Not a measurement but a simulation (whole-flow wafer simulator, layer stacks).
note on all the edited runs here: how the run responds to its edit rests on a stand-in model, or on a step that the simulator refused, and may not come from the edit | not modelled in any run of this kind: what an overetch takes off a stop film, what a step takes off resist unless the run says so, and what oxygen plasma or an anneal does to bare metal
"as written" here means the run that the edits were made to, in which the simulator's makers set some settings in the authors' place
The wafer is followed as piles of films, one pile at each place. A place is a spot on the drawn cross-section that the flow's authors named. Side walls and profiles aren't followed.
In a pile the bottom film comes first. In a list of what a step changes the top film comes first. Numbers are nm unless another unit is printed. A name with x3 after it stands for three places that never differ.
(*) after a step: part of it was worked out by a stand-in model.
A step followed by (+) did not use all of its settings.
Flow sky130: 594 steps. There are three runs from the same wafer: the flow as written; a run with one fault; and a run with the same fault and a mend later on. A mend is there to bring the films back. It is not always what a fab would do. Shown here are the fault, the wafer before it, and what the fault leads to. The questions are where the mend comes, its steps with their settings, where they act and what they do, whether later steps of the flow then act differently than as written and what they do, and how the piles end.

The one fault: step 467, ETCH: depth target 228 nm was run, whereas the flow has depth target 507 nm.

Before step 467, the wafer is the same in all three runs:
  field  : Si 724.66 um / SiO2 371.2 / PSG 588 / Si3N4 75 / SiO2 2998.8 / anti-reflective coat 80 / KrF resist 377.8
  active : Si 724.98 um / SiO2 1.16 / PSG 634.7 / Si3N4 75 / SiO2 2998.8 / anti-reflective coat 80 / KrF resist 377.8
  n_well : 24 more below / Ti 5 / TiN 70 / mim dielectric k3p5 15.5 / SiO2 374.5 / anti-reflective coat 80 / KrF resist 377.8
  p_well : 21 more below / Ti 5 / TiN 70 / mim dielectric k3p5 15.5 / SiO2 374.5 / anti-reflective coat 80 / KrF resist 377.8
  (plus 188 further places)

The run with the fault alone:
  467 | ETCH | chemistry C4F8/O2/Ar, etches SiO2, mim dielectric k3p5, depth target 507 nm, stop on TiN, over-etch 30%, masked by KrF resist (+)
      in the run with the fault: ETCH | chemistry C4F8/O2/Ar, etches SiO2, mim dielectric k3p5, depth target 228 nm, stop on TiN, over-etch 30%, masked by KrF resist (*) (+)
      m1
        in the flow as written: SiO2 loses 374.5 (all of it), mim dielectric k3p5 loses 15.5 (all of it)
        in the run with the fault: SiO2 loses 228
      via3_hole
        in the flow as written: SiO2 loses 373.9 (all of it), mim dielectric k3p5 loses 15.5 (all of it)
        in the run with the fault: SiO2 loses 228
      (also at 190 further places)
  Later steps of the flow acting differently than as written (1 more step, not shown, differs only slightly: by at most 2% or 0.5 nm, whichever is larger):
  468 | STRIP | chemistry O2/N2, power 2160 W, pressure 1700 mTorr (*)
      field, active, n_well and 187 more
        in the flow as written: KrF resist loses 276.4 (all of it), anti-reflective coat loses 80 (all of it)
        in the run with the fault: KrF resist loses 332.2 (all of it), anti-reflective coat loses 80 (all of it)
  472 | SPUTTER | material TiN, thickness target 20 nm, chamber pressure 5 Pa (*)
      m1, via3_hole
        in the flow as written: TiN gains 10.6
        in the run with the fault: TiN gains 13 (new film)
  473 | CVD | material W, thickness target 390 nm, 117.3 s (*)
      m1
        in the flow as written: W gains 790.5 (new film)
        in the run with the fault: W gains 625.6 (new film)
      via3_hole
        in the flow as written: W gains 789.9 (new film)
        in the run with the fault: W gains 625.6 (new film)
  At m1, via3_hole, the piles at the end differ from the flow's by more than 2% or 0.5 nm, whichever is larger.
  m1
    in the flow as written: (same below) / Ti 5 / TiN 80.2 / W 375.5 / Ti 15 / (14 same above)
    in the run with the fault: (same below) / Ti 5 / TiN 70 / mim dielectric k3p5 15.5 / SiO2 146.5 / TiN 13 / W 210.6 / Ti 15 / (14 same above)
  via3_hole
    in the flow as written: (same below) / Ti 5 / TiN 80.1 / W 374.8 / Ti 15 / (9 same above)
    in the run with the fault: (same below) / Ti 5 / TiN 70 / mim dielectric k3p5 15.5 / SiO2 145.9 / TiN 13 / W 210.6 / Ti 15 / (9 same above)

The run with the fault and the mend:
  The mend stands after step 467.
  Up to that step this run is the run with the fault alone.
  467a | ETCH | chemistry C4F8/O2/Ar, etches SiO2, mim dielectric k3p5, depth target 279 nm, stop on TiN, over-etch 30%, masked by KrF resist (+) (a further turn of the flow's step 467, with different settings)
      field, active, n_well and 187 more
        KrF resist loses 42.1
      m1
        SiO2 loses 146.5 (all of it), mim dielectric k3p5 loses 15.5 (all of it)
      via3_hole
        SiO2 loses 145.9 (all of it), mim dielectric k3p5 loses 15.5 (all of it)
  Later steps of the flow acting differently than as written:
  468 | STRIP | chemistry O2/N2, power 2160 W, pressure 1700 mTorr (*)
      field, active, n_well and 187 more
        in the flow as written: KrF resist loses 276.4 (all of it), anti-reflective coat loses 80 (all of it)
        in the run with the mend: KrF resist loses 290.1 (all of it), anti-reflective coat loses 80 (all of it)
  By the end, the piles equal the flow's at every place that both follow.
